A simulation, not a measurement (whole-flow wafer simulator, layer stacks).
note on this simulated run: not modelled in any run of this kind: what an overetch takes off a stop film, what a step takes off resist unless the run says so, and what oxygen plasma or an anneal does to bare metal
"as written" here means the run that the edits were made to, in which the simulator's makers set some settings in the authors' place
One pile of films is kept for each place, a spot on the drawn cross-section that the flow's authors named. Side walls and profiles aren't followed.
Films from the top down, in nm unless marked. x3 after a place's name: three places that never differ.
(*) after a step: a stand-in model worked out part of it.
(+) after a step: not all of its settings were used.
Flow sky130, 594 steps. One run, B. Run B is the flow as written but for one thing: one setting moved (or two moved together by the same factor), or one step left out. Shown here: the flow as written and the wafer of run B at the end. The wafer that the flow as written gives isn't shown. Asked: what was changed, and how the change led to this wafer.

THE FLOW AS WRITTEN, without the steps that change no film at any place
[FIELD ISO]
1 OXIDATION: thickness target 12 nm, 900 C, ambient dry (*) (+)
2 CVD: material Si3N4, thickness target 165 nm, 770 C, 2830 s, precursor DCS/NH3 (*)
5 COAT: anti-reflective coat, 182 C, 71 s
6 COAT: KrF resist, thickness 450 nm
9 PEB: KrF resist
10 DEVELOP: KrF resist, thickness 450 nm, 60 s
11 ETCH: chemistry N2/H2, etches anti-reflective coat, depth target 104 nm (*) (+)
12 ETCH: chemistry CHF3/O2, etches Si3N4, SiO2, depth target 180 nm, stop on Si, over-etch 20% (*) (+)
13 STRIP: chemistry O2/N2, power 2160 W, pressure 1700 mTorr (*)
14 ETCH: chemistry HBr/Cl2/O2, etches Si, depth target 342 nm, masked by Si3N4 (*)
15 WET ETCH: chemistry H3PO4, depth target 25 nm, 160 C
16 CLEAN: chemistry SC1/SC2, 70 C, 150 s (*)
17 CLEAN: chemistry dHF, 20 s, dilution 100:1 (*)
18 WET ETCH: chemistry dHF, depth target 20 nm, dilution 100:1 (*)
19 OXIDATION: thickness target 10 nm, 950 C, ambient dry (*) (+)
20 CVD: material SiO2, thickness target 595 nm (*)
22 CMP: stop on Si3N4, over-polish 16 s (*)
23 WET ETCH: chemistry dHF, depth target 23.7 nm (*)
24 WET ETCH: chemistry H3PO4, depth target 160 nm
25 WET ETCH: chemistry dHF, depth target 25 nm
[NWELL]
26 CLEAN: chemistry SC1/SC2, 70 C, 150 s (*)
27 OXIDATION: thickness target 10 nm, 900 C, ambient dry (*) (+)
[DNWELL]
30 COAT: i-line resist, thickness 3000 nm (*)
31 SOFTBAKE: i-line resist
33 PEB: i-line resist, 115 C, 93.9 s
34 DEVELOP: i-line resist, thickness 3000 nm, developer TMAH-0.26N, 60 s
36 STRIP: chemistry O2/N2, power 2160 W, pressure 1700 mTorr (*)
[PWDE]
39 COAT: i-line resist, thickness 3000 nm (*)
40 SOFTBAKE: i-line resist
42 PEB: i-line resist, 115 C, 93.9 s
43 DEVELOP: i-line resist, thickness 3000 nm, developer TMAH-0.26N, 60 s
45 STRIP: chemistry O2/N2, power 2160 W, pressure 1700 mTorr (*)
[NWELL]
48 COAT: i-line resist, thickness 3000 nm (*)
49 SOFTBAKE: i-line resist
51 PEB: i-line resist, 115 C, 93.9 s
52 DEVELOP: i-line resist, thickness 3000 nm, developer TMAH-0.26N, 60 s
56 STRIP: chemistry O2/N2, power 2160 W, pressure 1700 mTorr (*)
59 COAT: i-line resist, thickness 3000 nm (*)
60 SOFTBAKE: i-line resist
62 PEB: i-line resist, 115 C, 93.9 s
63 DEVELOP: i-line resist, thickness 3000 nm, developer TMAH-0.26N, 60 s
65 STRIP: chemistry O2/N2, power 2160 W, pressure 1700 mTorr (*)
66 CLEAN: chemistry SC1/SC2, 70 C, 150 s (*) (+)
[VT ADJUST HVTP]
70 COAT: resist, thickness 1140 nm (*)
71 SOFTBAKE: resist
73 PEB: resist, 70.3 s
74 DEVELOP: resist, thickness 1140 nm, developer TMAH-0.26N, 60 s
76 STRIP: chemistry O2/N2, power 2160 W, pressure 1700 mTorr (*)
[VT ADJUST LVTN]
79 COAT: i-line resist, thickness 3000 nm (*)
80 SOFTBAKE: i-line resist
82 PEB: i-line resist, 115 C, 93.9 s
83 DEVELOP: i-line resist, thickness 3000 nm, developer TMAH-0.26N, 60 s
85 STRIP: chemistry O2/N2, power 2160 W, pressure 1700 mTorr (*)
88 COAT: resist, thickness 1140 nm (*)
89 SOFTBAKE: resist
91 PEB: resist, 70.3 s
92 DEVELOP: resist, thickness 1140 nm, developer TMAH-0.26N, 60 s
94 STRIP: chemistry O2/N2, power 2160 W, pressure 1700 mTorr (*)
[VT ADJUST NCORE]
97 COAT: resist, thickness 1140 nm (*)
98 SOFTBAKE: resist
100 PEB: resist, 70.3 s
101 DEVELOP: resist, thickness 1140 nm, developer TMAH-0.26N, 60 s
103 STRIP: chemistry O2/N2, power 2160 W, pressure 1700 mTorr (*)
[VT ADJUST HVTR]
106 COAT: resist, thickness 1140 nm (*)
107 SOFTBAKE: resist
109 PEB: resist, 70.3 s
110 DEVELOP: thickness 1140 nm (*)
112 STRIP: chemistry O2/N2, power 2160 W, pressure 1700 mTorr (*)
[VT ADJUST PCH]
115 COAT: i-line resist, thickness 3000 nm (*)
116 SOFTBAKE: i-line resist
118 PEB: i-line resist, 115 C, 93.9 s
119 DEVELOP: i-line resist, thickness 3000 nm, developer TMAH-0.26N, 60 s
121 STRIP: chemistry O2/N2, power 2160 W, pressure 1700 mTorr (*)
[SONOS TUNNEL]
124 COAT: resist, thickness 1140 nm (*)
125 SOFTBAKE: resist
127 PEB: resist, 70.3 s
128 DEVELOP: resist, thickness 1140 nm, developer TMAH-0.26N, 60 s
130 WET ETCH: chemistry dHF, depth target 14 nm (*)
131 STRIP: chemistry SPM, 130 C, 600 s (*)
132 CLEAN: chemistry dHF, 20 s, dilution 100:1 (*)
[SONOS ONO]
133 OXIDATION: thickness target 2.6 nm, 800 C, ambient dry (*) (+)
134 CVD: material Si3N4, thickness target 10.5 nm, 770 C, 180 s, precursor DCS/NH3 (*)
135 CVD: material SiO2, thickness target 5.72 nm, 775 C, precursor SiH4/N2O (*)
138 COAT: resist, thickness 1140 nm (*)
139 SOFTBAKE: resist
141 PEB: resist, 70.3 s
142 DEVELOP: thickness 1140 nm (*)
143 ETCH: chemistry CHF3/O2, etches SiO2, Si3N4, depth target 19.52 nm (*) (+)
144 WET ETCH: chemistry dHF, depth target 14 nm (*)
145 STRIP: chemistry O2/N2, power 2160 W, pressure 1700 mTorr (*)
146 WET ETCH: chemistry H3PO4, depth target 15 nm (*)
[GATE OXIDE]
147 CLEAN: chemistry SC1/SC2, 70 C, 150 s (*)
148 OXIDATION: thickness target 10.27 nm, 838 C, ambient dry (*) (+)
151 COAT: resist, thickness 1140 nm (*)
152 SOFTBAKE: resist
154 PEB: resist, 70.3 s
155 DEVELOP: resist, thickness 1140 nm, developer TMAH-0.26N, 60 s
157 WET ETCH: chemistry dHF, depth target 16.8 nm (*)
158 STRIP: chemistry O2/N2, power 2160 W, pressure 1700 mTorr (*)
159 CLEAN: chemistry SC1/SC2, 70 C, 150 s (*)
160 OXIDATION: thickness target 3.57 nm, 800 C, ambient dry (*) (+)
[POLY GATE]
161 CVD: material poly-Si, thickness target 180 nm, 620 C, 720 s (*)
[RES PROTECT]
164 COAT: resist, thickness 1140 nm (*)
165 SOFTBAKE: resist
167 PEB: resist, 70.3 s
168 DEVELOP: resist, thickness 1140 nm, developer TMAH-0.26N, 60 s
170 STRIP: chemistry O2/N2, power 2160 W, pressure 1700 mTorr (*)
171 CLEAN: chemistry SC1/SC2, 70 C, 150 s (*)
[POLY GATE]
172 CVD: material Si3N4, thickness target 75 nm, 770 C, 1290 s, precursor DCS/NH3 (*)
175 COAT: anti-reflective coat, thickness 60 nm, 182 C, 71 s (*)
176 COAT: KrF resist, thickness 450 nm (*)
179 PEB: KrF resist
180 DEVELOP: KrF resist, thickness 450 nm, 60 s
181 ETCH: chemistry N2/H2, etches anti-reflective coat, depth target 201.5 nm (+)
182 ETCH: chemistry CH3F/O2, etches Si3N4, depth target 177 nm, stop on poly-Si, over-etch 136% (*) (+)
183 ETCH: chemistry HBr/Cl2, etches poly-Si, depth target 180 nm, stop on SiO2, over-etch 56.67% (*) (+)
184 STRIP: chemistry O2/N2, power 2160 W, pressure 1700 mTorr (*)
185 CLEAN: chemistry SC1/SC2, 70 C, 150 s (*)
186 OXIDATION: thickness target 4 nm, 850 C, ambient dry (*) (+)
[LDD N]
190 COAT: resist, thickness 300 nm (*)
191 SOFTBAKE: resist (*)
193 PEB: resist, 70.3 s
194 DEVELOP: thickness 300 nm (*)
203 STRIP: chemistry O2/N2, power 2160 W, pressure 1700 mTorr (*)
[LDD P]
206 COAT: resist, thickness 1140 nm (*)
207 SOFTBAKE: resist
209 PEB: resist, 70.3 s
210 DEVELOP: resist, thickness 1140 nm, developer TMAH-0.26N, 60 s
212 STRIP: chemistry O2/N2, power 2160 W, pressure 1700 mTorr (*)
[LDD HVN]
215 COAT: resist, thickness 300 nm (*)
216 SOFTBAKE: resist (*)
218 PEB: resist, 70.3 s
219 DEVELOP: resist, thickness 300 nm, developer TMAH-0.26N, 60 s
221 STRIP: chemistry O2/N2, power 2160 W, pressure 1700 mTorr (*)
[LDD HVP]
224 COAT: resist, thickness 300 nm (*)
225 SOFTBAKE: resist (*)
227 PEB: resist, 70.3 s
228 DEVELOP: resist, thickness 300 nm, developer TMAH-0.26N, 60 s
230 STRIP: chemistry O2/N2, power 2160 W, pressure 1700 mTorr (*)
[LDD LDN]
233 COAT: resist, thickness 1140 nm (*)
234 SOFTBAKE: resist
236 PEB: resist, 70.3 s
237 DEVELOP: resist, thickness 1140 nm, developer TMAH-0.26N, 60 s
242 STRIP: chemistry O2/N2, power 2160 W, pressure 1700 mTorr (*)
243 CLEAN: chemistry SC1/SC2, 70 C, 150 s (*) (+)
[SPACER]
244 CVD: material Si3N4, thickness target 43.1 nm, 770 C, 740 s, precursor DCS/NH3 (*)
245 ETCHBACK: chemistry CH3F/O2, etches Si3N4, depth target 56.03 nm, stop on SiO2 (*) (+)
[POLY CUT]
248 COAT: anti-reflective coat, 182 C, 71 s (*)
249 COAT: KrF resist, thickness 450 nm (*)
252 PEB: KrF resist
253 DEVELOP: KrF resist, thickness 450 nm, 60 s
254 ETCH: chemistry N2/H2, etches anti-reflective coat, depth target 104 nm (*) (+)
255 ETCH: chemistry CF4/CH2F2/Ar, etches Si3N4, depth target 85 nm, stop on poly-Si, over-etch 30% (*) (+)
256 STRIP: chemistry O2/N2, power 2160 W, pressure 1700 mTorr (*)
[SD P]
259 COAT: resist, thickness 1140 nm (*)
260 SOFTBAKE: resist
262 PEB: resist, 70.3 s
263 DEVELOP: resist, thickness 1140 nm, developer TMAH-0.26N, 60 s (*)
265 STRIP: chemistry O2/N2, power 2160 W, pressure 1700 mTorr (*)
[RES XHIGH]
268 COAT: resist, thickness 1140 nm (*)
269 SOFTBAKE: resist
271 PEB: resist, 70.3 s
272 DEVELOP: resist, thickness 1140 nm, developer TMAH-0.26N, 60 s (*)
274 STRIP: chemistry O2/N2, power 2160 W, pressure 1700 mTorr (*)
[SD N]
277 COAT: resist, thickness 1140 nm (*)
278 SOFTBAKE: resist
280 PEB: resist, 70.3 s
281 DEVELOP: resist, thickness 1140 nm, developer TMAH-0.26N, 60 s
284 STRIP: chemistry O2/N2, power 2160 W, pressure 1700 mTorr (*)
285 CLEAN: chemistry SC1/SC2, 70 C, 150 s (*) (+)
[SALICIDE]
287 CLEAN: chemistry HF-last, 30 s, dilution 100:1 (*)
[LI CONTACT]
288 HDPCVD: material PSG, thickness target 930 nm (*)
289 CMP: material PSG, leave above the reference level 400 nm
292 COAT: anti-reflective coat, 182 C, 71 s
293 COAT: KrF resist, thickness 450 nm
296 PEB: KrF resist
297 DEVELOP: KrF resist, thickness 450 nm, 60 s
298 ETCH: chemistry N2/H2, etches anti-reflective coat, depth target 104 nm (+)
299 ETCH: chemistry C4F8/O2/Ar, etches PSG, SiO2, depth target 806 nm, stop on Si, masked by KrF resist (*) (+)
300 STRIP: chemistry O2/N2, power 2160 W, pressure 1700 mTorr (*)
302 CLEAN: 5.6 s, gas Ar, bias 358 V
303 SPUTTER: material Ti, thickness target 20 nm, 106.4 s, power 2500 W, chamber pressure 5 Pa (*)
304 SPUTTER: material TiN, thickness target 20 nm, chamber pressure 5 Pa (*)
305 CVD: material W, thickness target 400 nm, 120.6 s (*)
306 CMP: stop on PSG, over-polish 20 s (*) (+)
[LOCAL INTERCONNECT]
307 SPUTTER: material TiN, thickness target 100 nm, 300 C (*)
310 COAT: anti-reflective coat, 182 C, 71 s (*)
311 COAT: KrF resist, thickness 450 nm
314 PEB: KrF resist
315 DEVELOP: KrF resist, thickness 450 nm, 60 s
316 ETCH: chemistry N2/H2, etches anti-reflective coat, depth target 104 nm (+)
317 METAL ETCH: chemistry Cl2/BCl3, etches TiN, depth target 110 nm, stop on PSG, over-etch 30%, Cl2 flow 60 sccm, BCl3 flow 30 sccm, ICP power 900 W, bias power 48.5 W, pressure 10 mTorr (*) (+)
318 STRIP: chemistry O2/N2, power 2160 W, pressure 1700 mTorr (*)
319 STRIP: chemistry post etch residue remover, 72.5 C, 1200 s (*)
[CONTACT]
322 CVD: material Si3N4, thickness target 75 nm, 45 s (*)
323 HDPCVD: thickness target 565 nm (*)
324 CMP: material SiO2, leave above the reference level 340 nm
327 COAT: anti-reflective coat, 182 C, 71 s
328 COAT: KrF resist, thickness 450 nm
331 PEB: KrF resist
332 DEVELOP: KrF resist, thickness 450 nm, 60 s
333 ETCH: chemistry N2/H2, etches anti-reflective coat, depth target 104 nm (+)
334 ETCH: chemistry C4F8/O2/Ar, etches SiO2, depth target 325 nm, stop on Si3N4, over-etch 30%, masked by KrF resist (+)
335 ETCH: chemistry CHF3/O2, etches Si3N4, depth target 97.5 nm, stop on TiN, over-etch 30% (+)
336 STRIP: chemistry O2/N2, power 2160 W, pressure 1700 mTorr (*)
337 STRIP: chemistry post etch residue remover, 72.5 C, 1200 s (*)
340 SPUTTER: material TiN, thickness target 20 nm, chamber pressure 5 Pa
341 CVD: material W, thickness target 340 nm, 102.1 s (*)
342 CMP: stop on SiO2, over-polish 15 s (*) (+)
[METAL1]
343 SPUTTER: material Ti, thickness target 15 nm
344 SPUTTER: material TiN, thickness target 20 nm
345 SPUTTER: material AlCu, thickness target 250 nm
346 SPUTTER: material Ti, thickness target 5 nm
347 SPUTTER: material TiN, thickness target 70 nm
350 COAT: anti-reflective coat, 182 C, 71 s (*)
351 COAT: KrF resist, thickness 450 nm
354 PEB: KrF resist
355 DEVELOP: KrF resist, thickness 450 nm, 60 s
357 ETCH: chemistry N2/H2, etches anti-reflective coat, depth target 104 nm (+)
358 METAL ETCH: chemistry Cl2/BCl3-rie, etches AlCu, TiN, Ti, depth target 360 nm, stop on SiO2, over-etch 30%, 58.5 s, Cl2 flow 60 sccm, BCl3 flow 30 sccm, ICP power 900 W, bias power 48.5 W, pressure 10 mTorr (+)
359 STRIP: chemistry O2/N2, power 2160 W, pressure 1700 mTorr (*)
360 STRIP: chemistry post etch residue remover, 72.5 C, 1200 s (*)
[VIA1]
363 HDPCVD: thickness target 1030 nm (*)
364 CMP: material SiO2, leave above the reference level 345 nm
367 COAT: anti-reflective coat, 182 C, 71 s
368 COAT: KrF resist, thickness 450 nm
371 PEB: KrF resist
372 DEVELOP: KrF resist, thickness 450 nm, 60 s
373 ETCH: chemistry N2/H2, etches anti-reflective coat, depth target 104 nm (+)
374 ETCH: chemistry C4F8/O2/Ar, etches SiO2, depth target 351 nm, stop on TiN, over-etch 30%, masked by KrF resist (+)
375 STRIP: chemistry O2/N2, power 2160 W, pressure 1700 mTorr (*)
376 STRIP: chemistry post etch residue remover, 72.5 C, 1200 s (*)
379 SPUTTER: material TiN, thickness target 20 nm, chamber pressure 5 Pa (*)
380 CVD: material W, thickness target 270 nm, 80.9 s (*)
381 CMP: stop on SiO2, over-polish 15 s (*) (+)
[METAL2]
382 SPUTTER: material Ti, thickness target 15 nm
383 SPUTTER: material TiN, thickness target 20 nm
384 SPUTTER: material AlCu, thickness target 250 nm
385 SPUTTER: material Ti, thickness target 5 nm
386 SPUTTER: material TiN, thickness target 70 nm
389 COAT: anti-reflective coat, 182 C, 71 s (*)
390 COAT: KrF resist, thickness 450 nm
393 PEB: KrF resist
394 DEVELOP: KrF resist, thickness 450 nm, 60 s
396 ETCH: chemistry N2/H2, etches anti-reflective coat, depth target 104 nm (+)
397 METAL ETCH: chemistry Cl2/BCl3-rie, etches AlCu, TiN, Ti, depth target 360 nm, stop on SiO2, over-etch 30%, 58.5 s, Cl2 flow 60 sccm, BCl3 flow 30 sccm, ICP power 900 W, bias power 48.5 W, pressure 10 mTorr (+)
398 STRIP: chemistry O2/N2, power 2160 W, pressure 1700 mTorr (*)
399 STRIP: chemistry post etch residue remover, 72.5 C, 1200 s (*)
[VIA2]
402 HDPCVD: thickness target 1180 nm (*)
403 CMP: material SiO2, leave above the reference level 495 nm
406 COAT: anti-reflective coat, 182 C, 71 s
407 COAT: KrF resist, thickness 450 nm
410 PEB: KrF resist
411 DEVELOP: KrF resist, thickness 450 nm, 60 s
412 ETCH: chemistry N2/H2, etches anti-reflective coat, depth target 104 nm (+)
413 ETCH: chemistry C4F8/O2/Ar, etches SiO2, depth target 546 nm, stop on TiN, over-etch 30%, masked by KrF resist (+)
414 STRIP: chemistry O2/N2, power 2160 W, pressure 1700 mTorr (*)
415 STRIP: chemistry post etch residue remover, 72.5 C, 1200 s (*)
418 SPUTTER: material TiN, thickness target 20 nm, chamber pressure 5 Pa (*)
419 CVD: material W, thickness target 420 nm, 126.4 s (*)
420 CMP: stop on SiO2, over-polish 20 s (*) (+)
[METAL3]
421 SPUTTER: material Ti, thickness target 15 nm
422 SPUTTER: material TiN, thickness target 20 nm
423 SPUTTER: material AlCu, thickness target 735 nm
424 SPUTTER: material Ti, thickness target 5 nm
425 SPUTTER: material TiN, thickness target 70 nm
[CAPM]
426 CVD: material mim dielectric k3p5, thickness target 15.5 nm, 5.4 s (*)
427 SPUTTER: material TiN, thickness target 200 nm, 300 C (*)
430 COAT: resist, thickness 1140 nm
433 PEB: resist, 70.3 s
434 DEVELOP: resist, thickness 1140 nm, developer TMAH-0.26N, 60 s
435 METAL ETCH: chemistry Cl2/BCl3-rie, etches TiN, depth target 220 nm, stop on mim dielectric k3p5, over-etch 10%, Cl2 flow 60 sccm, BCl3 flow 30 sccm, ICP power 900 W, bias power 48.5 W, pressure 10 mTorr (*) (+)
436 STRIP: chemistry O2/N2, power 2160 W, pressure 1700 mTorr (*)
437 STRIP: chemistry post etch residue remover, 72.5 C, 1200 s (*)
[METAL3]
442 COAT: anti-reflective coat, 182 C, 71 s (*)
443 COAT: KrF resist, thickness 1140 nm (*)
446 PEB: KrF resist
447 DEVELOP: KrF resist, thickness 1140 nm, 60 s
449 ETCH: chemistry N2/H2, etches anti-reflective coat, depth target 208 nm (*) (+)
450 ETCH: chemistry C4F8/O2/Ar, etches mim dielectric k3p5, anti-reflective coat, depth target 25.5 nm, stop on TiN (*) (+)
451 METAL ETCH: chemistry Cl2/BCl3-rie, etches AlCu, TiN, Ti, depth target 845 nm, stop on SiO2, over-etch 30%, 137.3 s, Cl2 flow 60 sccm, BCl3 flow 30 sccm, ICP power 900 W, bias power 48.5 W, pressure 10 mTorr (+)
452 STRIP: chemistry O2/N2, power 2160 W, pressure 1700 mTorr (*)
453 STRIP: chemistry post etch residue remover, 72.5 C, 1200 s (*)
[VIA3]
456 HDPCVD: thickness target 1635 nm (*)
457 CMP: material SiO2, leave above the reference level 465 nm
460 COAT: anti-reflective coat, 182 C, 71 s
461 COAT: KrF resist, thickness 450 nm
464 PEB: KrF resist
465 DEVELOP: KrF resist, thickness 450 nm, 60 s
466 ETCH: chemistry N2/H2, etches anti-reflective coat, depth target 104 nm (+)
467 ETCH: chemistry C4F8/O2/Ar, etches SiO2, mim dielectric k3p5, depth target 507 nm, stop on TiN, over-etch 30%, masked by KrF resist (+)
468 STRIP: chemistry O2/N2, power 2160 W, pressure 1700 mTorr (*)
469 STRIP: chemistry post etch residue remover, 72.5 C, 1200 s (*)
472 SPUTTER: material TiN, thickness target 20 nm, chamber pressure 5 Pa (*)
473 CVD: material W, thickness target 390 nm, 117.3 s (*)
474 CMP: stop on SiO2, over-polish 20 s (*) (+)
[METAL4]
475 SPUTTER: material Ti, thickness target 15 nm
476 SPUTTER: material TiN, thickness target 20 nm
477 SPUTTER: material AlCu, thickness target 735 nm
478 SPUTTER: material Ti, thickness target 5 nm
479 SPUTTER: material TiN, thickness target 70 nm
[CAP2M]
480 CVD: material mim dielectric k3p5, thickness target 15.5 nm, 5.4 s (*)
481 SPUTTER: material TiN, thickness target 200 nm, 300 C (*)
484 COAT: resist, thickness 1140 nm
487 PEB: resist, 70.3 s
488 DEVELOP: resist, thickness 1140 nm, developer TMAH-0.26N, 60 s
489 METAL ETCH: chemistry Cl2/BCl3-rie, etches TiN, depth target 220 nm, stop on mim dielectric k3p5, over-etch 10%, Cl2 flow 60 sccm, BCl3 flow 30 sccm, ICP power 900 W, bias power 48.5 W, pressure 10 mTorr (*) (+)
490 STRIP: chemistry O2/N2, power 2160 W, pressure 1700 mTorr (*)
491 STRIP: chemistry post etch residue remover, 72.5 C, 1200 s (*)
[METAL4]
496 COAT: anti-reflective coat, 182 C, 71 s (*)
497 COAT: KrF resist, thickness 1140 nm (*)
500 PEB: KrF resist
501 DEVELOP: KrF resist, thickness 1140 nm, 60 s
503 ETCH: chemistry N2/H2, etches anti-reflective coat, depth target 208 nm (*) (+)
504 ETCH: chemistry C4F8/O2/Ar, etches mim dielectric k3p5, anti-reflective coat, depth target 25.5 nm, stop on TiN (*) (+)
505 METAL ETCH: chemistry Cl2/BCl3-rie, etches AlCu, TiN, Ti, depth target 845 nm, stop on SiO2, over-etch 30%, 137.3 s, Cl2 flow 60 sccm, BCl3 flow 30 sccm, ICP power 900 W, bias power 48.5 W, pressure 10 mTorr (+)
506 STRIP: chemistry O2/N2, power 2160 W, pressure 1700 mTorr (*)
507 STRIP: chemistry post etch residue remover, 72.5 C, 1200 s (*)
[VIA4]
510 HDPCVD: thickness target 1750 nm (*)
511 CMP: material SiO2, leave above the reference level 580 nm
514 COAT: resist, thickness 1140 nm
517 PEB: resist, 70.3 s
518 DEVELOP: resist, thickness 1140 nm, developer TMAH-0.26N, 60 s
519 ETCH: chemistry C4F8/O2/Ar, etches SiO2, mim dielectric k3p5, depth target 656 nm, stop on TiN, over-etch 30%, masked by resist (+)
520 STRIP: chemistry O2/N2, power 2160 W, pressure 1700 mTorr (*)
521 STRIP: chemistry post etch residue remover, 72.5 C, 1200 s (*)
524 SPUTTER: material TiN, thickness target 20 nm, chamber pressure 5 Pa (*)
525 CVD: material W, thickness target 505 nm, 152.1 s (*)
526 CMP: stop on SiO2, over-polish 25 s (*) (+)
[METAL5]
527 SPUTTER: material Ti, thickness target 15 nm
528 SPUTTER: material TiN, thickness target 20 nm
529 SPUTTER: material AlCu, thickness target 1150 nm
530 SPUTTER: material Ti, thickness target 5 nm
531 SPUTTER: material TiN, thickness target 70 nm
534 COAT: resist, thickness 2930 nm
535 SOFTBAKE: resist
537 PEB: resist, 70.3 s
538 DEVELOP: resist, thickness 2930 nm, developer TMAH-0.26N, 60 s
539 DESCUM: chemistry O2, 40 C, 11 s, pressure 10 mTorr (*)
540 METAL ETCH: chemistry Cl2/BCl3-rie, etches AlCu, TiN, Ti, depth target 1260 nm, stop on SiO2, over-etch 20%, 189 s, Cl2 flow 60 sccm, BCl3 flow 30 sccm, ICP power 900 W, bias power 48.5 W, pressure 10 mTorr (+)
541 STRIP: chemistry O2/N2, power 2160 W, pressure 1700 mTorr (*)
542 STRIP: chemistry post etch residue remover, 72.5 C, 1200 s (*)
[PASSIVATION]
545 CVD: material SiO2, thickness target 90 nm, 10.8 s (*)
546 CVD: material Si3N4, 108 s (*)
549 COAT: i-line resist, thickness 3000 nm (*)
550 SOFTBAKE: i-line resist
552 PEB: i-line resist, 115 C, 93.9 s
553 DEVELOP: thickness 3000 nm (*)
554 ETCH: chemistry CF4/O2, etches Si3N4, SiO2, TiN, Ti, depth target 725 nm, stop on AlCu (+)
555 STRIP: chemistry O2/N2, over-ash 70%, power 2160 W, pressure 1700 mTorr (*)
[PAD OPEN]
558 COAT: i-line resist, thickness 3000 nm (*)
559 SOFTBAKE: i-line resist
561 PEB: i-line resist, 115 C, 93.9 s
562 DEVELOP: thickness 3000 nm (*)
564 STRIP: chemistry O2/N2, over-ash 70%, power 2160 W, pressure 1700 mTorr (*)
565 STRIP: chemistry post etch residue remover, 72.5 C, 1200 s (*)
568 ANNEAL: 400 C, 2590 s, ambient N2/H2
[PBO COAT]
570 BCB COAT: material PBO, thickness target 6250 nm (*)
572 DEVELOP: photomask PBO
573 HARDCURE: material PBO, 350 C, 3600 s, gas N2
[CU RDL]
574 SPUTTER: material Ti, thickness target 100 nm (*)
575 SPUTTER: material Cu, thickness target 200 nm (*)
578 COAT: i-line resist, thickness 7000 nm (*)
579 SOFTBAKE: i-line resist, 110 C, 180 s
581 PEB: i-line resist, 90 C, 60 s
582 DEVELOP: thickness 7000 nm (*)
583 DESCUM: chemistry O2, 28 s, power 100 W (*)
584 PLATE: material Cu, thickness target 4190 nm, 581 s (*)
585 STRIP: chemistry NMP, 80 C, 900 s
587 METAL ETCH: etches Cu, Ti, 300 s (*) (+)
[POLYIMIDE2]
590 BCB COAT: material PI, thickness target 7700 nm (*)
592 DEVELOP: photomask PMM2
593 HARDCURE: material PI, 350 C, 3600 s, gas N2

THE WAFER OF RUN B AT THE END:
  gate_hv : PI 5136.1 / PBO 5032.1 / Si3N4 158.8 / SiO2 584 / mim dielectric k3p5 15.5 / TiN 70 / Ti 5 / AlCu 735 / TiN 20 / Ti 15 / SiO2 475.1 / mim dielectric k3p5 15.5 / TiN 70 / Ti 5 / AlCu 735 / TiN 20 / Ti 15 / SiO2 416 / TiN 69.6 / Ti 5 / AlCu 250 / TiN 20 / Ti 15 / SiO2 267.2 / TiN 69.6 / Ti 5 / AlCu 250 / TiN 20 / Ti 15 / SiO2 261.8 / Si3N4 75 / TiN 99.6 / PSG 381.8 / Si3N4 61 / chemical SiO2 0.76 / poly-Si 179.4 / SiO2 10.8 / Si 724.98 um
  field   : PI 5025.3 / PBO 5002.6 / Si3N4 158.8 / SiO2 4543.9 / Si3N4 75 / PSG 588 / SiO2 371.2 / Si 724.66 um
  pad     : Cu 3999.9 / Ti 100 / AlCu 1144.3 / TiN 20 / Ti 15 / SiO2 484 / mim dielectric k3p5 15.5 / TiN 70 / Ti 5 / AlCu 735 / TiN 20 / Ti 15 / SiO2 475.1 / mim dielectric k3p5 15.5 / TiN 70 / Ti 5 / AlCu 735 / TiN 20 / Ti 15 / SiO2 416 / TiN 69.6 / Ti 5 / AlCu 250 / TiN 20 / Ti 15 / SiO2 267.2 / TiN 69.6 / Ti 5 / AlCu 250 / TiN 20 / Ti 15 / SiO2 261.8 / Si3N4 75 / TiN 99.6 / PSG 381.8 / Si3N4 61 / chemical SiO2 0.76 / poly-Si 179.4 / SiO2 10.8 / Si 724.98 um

The cause: step 457, CMP: leave above the reference level 570 nm was run, where the flow has leave above the reference level 465 nm.

How the change led to this, step by step:
  457 CMP: material SiO2, leave above the reference level 465 nm
      n_well, p_well, gate_hv and 99 more: SiO2 -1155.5 (as written it would be: SiO2 -1260.5)
      field, active, gate and 82 more: SiO2 -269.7 (as written it would be: SiO2 -374.7)
      (and at 5 more places)
  467 ETCH: chemistry C4F8/O2/Ar, etches SiO2, mim dielectric k3p5, depth target 507 nm, stop on TiN, over-etch 30%, masked by KrF resist (+)
      m1: SiO2 -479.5 (all of it), mim dielectric k3p5 -15.5 (all of it) (as written it would be: SiO2 -374.5 (all of it), mim dielectric k3p5 -15.5 (all of it))
      via3_hole: SiO2 -478.9 (all of it), mim dielectric k3p5 -15.5 (all of it) (as written it would be: SiO2 -373.9 (all of it), mim dielectric k3p5 -15.5 (all of it))
  472 SPUTTER: material TiN, thickness target 20 nm, chamber pressure 5 Pa (*)
      m1: TiN +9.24 (as written it would be: TiN +10.6)
      via3_hole: TiN +9.23 (as written it would be: TiN +10.6)
  473 CVD: material W, thickness target 390 nm, 117.3 s (*)
      m1: W +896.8 (new film) (as written it would be: W +790.5 (new film))
      via3_hole: W +896.2 (new film) (as written it would be: W +789.9 (new film))
